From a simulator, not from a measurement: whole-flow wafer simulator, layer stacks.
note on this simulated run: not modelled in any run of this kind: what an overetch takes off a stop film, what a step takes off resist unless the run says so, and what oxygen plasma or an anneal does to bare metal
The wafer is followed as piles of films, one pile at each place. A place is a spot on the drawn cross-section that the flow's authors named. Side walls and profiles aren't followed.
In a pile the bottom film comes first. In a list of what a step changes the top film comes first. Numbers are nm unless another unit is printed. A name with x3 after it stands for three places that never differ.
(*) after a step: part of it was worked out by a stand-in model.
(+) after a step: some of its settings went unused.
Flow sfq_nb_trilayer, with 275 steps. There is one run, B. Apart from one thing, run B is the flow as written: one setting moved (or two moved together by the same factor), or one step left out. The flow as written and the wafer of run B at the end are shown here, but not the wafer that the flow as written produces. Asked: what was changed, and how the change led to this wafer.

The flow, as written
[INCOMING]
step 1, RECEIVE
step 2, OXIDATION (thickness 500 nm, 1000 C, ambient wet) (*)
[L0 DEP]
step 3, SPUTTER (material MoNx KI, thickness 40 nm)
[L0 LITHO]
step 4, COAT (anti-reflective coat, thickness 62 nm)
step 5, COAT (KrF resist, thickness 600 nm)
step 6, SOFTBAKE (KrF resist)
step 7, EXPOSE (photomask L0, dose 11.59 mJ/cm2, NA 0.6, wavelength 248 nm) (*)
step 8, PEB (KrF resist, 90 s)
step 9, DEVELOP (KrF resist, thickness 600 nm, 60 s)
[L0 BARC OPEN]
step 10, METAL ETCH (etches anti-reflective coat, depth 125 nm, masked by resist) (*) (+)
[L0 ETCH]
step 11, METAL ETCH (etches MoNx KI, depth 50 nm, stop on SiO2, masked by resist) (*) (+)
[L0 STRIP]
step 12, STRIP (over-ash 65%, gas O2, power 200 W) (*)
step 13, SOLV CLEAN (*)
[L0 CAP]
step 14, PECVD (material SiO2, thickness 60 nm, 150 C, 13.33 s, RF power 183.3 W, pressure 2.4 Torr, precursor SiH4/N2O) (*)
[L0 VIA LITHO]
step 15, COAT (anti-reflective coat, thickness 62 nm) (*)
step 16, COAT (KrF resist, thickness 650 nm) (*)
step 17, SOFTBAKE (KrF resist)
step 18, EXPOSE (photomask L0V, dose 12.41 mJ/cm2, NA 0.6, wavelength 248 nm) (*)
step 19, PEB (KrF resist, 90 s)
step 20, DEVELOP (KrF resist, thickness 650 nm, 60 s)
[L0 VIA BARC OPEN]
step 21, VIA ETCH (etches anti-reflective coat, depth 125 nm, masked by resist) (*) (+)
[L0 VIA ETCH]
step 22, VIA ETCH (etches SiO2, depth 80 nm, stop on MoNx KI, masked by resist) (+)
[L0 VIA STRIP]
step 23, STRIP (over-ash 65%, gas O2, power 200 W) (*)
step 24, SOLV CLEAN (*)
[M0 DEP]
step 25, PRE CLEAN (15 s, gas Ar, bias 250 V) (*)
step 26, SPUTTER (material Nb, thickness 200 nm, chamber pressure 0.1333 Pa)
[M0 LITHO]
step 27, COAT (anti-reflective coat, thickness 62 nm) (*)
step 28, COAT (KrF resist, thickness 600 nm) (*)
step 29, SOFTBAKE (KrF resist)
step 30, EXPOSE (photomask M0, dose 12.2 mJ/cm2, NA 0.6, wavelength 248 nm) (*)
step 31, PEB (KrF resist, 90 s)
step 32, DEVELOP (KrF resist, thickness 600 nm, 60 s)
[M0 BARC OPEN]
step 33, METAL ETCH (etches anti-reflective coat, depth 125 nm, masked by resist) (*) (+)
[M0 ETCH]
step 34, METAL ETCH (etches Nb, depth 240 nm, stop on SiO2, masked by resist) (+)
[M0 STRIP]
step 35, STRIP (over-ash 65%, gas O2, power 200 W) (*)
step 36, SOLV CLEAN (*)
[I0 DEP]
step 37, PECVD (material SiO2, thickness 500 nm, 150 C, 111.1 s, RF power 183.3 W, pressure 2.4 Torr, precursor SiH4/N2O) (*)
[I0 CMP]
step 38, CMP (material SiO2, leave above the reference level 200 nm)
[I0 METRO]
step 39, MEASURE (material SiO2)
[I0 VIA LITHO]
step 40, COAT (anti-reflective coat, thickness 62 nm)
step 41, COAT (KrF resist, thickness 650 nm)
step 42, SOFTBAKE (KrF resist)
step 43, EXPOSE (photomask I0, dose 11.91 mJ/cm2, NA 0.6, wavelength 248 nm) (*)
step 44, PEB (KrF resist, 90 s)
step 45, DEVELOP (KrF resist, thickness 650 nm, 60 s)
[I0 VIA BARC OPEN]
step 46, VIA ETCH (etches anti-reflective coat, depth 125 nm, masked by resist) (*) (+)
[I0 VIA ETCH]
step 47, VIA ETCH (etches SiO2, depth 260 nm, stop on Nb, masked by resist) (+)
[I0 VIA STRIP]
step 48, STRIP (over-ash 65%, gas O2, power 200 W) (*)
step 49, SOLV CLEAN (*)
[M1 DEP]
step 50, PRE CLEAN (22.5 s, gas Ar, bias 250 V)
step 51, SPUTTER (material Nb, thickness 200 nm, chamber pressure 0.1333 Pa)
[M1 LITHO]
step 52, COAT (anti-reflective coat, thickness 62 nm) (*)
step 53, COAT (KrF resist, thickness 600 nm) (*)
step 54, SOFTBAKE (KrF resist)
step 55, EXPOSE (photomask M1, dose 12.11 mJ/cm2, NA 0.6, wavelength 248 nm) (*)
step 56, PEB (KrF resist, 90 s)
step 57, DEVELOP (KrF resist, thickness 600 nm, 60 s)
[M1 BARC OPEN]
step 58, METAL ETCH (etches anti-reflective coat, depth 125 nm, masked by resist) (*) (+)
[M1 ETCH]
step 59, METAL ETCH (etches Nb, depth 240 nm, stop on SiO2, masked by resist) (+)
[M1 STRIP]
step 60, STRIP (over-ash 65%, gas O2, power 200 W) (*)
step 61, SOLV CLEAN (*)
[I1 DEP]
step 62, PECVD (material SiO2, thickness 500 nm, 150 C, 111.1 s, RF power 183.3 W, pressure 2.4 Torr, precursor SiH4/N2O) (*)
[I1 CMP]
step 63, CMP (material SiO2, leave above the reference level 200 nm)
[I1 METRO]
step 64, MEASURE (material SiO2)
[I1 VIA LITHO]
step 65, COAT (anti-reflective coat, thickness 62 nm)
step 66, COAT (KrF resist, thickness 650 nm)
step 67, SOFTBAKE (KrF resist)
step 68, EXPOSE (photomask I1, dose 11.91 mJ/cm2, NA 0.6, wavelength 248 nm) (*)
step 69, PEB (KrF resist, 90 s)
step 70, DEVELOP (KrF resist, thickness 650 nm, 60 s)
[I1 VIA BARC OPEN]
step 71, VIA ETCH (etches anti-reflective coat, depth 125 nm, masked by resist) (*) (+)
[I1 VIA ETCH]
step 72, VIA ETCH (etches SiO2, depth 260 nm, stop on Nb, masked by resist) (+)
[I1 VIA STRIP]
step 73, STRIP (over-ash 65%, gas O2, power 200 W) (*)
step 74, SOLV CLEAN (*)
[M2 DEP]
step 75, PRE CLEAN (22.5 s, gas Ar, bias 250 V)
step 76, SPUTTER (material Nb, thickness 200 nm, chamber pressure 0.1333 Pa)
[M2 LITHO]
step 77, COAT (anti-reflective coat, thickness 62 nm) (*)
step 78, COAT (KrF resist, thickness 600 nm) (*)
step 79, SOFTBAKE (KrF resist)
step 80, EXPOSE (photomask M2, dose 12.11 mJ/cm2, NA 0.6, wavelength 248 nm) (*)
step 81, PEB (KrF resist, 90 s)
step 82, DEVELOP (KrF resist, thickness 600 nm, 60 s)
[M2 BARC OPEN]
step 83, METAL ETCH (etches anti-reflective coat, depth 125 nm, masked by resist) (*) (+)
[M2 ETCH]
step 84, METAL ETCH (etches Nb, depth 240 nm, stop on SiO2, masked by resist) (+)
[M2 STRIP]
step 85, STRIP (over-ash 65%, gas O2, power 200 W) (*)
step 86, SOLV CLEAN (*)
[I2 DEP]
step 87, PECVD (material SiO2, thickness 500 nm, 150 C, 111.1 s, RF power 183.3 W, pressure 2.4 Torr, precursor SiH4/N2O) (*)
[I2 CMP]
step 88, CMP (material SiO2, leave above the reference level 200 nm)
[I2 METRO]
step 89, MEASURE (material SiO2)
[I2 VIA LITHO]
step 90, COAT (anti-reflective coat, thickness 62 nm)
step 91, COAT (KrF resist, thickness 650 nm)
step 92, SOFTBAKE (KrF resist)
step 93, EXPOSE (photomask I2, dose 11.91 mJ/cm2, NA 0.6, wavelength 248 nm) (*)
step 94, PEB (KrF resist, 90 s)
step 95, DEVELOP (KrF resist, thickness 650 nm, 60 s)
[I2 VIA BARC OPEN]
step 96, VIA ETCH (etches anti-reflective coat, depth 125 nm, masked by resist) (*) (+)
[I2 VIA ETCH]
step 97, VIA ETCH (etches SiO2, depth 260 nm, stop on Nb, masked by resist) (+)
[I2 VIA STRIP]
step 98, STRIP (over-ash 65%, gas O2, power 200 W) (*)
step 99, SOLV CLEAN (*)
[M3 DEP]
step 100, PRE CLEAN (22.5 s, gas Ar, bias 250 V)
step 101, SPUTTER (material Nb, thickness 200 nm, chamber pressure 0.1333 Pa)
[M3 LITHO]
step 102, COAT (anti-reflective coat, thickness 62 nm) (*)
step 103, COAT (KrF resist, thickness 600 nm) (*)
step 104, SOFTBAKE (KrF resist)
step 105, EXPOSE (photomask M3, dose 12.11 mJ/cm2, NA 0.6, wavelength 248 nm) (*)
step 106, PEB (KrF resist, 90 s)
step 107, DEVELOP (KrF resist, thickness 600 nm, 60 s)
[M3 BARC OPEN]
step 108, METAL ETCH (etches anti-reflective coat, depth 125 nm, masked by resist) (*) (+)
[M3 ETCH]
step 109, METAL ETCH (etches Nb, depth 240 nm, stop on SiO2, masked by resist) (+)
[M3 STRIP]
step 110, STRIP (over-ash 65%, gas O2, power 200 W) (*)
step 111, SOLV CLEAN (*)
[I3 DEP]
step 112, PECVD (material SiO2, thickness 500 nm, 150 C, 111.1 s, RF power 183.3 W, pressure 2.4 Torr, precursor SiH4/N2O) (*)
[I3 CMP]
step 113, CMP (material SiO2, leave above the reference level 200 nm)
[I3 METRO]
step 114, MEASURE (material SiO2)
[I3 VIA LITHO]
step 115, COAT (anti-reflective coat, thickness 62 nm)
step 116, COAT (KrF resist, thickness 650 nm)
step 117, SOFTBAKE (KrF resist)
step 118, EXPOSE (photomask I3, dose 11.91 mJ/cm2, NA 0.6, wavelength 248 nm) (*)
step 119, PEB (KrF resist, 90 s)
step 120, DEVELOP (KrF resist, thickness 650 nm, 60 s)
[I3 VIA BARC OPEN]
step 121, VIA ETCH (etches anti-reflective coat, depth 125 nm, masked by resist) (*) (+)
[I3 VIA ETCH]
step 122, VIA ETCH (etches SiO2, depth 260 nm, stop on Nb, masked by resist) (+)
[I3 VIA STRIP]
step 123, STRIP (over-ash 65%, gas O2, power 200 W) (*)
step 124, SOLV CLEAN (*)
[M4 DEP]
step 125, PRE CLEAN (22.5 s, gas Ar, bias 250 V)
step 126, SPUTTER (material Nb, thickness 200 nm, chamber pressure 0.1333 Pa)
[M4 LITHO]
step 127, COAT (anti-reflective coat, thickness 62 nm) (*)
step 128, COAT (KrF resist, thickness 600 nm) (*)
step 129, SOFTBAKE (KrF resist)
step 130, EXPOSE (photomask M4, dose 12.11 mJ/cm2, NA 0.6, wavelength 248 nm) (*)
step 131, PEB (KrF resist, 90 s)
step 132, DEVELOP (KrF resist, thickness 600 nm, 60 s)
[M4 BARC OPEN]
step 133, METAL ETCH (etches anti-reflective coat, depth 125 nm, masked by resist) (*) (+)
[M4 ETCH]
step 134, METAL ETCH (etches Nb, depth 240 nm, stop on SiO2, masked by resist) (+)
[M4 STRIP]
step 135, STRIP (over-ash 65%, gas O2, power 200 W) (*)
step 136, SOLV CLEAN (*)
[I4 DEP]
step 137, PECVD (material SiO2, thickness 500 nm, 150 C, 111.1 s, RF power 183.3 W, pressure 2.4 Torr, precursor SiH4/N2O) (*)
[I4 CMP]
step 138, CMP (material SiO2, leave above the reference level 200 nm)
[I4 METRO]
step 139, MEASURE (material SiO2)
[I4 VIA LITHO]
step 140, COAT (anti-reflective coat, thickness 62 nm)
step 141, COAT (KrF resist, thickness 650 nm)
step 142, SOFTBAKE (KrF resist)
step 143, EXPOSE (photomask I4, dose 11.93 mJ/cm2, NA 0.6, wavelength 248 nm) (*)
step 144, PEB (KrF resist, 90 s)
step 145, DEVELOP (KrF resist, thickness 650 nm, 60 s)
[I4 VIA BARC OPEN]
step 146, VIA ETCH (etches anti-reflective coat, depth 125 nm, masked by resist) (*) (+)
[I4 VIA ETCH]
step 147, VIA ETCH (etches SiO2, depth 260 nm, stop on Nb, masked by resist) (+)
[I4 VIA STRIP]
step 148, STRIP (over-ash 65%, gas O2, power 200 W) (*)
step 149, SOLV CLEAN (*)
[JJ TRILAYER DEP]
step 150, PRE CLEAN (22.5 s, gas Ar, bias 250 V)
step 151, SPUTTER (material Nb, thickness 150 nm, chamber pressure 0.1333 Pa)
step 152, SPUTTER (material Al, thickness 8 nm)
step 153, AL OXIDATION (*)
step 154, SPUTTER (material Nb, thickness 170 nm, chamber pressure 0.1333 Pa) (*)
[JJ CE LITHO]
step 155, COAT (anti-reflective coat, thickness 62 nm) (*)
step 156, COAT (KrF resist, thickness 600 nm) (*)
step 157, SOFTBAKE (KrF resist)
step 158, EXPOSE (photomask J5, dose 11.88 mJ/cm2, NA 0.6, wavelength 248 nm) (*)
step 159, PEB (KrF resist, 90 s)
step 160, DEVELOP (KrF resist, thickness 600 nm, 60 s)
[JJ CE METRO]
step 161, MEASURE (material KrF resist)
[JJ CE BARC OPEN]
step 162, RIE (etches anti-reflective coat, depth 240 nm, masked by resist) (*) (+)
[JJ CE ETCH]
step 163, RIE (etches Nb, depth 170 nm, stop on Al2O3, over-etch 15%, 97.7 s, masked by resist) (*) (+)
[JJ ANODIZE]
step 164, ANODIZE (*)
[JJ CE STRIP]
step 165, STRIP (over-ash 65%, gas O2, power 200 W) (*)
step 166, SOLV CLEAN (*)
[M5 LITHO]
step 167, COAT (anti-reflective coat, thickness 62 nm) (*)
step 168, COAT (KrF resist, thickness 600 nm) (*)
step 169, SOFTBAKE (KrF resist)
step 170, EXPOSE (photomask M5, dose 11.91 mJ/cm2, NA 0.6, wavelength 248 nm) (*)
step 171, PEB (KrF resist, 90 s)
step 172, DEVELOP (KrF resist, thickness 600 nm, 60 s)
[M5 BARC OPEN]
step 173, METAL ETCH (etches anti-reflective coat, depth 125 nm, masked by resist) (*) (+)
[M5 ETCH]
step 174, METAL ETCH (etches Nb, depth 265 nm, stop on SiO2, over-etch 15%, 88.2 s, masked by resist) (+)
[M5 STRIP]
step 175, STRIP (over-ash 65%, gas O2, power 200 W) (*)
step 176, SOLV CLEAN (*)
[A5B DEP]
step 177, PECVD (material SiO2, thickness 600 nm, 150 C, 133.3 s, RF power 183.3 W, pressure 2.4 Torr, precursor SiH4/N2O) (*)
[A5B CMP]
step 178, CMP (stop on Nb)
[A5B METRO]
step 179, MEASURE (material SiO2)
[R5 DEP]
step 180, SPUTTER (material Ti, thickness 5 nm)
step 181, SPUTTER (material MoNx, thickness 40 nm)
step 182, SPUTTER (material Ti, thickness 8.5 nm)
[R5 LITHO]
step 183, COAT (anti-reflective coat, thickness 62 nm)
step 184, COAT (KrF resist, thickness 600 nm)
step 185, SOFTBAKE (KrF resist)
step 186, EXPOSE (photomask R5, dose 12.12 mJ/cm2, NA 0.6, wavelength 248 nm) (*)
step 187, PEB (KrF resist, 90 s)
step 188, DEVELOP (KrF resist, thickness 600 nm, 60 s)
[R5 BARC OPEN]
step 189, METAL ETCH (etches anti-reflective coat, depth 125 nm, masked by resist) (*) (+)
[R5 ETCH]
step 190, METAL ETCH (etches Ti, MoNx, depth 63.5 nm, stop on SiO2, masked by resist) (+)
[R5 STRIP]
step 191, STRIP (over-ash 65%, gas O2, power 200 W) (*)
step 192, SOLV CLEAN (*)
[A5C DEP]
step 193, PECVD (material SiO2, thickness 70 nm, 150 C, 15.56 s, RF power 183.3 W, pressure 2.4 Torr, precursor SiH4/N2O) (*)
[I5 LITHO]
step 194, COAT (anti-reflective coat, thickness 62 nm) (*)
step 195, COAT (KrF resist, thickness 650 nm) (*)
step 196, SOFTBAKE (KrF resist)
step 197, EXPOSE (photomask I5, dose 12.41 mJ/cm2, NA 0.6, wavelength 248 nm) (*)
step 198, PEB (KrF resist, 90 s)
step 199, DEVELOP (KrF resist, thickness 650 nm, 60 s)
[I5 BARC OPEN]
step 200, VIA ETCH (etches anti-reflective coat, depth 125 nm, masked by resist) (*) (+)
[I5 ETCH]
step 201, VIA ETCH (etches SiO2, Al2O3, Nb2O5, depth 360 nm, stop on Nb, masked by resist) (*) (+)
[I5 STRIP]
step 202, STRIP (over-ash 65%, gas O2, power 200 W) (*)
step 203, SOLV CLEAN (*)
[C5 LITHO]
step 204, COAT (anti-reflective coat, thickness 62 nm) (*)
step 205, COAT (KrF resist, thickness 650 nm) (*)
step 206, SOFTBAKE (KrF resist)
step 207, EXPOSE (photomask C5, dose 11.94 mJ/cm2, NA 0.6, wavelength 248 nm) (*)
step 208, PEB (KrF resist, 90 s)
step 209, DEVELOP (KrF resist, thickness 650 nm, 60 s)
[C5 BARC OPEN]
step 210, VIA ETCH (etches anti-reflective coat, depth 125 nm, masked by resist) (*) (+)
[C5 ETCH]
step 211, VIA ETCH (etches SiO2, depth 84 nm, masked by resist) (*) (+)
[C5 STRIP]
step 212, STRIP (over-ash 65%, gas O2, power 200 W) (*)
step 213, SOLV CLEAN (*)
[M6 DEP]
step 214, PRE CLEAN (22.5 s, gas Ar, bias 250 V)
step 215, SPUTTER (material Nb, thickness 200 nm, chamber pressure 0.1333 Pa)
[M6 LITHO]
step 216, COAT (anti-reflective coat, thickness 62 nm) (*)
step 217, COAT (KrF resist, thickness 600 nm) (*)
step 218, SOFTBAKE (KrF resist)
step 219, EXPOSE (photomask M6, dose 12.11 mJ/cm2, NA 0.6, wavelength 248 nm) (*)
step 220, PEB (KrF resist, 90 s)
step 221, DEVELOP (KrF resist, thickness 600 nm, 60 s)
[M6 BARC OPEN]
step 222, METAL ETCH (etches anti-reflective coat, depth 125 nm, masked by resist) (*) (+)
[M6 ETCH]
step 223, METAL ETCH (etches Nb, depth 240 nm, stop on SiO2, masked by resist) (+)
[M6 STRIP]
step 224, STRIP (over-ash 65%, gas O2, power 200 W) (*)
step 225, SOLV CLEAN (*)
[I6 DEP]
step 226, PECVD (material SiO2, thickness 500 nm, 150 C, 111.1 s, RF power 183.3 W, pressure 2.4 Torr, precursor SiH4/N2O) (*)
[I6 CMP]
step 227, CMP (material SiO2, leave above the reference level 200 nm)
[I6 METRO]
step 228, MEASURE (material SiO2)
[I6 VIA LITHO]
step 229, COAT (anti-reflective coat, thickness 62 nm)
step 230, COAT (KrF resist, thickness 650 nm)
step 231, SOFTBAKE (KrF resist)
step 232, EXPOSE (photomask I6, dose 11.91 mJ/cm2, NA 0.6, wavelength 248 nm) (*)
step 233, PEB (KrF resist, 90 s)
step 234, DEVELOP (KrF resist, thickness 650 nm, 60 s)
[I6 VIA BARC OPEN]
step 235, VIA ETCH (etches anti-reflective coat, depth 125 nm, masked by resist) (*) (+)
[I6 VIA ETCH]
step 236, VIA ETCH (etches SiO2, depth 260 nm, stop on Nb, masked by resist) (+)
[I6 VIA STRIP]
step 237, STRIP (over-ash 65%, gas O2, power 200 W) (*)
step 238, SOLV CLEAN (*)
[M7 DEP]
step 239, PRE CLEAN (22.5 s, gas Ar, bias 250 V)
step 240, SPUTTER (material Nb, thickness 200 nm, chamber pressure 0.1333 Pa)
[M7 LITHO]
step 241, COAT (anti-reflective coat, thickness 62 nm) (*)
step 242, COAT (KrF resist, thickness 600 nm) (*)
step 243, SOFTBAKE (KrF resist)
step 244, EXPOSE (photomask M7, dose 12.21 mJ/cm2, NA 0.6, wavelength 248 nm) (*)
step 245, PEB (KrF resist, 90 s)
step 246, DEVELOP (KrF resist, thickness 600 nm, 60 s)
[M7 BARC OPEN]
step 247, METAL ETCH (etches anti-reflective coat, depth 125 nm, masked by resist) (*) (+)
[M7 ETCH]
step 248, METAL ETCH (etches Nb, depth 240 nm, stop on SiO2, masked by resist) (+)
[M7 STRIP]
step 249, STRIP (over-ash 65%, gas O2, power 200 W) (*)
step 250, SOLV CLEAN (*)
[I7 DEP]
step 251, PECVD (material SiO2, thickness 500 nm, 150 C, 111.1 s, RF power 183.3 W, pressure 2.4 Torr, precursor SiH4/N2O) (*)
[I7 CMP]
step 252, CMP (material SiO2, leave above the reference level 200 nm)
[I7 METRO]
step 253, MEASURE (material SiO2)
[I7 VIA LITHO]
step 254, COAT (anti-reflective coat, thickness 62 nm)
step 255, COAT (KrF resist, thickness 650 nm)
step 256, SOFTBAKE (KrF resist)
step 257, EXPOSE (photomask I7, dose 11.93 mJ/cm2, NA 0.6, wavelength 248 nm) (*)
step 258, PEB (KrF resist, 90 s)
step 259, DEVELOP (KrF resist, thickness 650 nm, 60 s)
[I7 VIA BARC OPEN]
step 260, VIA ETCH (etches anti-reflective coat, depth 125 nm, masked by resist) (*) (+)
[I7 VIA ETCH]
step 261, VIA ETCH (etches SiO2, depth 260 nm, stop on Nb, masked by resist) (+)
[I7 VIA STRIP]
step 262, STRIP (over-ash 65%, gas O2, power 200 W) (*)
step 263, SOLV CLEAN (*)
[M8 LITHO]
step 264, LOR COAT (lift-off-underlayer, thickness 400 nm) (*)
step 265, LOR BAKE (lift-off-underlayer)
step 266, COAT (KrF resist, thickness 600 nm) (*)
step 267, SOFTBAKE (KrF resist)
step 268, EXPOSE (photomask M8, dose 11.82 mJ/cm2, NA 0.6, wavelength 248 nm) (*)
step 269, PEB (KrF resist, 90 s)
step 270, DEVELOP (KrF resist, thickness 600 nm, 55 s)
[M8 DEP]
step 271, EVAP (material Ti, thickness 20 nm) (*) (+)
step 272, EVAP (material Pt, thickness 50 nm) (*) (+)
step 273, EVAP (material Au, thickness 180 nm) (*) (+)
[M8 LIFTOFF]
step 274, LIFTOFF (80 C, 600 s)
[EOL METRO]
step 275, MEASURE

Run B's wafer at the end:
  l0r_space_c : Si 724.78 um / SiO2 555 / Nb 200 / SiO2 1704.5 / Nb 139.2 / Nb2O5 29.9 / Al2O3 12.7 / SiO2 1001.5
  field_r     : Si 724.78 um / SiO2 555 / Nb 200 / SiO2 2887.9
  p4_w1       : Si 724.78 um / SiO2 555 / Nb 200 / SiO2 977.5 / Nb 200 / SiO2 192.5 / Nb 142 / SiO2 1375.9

What caused this: step 126, SPUTTER: thickness 142 nm was run, while the flow as written has thickness 200 nm.
The wafer lets one read it off: p4_w1 has Nb 142, and step 126 as written asks for 200 nm.

How this came from the change, step by step:
  step 126, SPUTTER (material Nb, thickness 200 nm, chamber pressure 0.1333 Pa)
      field_l, v_sur, via_wl and 102 more: +142 Nb (new film) (in the flow as written it would be: +200 Nb (new film))
      via_v: +117.2 Nb (in the flow as written it would be: +165.5 Nb)
  step 127, COAT (anti-reflective coat, thickness 62 nm) (*)
      via_v: +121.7 anti-reflective coat (new film) (in the flow as written it would be: +124.8 anti-reflective coat (new film))
  step 134, METAL ETCH (etches Nb, depth 240 nm, stop on SiO2, masked by resist) (+)
      field_l, be, be_sur and 64 more: -142 Nb (all of it) (in the flow as written it would be: -200 Nb (all of it))
      v_sur, via_wl, via_w and 36 more: -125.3 KrF resist (in the flow as written it would be: -141.2 KrF resist)
  step 135, STRIP (over-ash 65%, gas O2, power 200 W) (*)
      p4_fl, p4_fm, p4_w1 and 26 more: -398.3 KrF resist (all of it), -62 anti-reflective coat (all of it) (in the flow as written it would be: -382.4 KrF resist (all of it), -62 anti-reflective coat (all of it))
      ln_m5, lsp_m, ln_m6: -397.8 KrF resist (all of it), -61.8 anti-reflective coat (all of it) (in the flow as written it would be: -381.9 KrF resist (all of it), -61.8 anti-reflective coat (all of it))
      (and at 7 other places as well)
  step 137, PECVD (material SiO2, thickness 500 nm, 150 C, 111.1 s, RF power 183.3 W, pressure 2.4 Torr, precursor SiH4/N2O) (*)
      p3_s0, p3_s1, p3_s2, p3_s3, p3_s4, p3_s5: +500 SiO2 (in the flow as written it would be: +557.1 SiO2)
      via_v: +599.5 SiO2 (new film) (in the flow as written it would be: +615 SiO2 (new film))
  step 138, CMP (material SiO2, leave above the reference level 200 nm)
      field_l, be, be_sur and 55 more: -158 SiO2 (in the flow as written it would be: -100 SiO2)
      lsp_r, l0_sur, l0v: -152.3 SiO2 (in the flow as written it would be: -91.9 SiO2)
      (and at 1 other place as well)
